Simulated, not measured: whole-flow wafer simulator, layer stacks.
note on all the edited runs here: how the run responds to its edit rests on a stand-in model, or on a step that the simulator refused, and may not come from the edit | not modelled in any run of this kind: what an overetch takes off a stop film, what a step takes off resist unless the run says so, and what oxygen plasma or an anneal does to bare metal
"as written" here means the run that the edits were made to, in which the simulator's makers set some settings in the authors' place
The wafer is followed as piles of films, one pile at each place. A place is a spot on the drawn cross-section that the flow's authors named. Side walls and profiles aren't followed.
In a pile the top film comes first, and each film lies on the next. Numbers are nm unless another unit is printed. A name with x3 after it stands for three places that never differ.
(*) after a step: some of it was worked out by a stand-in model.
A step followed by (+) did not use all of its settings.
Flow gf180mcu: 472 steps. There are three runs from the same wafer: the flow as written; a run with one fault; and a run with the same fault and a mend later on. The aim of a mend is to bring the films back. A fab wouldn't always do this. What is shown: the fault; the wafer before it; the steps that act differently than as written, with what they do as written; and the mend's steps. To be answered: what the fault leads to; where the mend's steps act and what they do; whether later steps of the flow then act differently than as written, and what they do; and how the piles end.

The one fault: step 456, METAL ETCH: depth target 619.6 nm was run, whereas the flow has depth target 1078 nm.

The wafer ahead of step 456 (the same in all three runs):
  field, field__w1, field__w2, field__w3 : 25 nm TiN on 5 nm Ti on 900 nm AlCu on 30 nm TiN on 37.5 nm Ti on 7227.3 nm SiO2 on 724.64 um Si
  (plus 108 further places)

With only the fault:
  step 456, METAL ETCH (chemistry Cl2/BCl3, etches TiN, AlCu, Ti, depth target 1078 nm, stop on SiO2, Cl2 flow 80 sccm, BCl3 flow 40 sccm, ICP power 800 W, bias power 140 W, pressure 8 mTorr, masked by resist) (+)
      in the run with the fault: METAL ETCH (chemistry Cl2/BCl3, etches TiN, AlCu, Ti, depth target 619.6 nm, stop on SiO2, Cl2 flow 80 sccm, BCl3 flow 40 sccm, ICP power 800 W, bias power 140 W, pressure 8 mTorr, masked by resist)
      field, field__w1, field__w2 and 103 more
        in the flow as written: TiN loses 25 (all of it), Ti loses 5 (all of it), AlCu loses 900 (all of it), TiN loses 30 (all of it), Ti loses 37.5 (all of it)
        in the run with the fault: TiN loses 25 (all of it), Ti loses 5 (all of it), AlCu loses 589.6
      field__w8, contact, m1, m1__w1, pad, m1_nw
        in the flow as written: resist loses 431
        in the run with the fault: resist loses 247.8
  Steps further on in the flow that do not act as written:
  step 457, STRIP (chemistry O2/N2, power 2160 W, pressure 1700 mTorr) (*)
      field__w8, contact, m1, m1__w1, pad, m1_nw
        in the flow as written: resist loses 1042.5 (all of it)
        in the run with the fault: resist loses 1225.6 (all of it)
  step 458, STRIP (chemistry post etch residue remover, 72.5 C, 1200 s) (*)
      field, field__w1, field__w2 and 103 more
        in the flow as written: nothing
        in the run with the fault: AlCu loses 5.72
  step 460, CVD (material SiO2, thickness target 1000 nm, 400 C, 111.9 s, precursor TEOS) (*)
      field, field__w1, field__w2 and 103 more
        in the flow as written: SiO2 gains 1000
        in the run with the fault: SiO2 gains 1000 (new film)
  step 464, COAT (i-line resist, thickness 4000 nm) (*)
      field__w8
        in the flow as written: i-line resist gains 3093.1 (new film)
        in the run with the fault: i-line resist gains 3425.2 (new film)
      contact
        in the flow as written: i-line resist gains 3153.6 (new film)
        in the run with the fault: i-line resist gains 3456 (new film)
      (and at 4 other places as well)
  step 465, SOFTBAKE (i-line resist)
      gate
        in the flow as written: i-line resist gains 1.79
        in the run with the fault: i-line resist loses 0.76
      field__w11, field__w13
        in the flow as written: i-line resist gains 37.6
        in the run with the fault: i-line resist gains 20.2
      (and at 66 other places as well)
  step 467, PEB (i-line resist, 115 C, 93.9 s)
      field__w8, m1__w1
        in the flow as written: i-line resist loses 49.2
        in the run with the fault: i-line resist loses 56
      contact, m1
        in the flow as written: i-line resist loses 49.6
        in the run with the fault: i-line resist loses 56.2
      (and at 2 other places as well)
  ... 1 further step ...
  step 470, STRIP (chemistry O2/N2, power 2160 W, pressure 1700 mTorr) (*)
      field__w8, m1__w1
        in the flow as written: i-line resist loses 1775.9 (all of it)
        in the run with the fault: i-line resist loses 2132.7 (all of it)
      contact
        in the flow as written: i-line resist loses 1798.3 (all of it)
        in the run with the fault: i-line resist loses 2144.4 (all of it)
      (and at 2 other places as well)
  By the end, the piles at field, field__w1, field__w2 and 103 more depart from the flow's by more than 2% or 0.5 nm, whichever is larger.
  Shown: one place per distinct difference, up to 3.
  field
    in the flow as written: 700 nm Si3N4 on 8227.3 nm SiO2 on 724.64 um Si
    in the run with the fault: 700 nm Si3N4 on 1000 nm SiO2 on 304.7 nm AlCu on 30 nm TiN on 37.5 nm Ti on 7227.3 nm SiO2 on 724.64 um Si
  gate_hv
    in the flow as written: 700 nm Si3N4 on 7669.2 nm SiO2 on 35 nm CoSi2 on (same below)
    in the run with the fault: 700 nm Si3N4 on 1000 nm SiO2 on 304.7 nm AlCu on 30 nm TiN on 37.5 nm Ti on 6669.2 nm SiO2 on 35 nm CoSi2 on (same below)
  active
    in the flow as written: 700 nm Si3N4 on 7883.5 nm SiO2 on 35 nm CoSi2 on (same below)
    in the run with the fault: 700 nm Si3N4 on 1000 nm SiO2 on 304.7 nm AlCu on 30 nm TiN on 37.5 nm Ti on 6883.5 nm SiO2 on 35 nm CoSi2 on (same below)

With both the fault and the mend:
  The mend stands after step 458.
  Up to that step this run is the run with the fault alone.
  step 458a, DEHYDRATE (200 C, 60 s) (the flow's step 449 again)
      leaves every film unchanged at each place that is followed
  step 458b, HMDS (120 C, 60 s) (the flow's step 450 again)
      leaves every film unchanged at each place that is followed
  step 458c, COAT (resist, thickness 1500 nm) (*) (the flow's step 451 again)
      iso_ptap_pw, iso_ntap_nw, iso_nw_fld and 33 more
        resist gains 1500 (new film)
      field_sub, field_sub__w1, field_sub__w2 and 12 more
        resist gains 1508.1 (new film)
      p_well, sti, spacer, sd_n, mim_1p0, dice_street
        resist gains 1503 (new film)
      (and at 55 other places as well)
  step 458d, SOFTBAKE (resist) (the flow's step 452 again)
      field__w7, ld_sd_n, gate_hv5
        resist loses 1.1
      gate_p_hv, nw_enc_fld, nw_enc_fld__w1
        resist loses 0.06
      field__w9, ld_body_p_dnw
        resist loses 0.11
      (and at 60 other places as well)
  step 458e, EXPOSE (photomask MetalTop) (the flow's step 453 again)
      leaves every film unchanged at each place that is followed
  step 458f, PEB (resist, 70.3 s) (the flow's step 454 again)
      field__w2, field__w3, field__w5 and 43 more
        resist loses 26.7
      iso_ptap_pw, iso_ntap_nw, iso_nw_fld and 33 more
        resist loses 26.5
      p_well, sti, spacer, sd_n, mim_1p0, dice_street
        resist loses 26.6
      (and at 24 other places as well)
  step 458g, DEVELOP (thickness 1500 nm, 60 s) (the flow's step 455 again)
      iso_ptap_pw, iso_ntap_nw, iso_nw_fld and 33 more
        resist loses 1473.5 (all of it)
      field__w5, field__w9, field__w11, field__w13, nplus_u, npoly_u, ppoly_u
        resist loses 1481.8 (all of it)
      field__w2, field__w3, field__w12, active_nat, ppoly_sal, nw_enc_fld
        resist loses 1481.5 (all of it)
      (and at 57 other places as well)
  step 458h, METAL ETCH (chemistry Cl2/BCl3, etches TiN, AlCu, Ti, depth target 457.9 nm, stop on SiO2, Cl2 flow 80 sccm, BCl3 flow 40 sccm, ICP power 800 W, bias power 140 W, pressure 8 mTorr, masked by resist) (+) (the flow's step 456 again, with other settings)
      field, field__w1, field__w2 and 103 more
        AlCu loses 304.7 (all of it), TiN loses 30 (all of it), Ti loses 37.5 (all of it)
      field__w8, contact, m1, m1__w1, pad, m1_nw
        resist loses 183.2
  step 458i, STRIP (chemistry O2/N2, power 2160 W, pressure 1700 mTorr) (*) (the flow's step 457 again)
      field__w8
        resist loses 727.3 (all of it)
      contact
        resist loses 725.7 (all of it)
      m1
        resist loses 725.9 (all of it)
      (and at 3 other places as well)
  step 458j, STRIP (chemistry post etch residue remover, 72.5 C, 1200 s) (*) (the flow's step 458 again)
      field__w8, contact, m1, m1__w1, pad, m1_nw
        TiN loses 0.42
  None of the later steps of the flow differs from how it acts as written, at any place that is followed, by more than 2% or 0.5 nm, whichever is larger.
  At the end the piles are close to the flow's at the places that both follow, differing by at most 2% or 0.5 nm, whichever is larger.
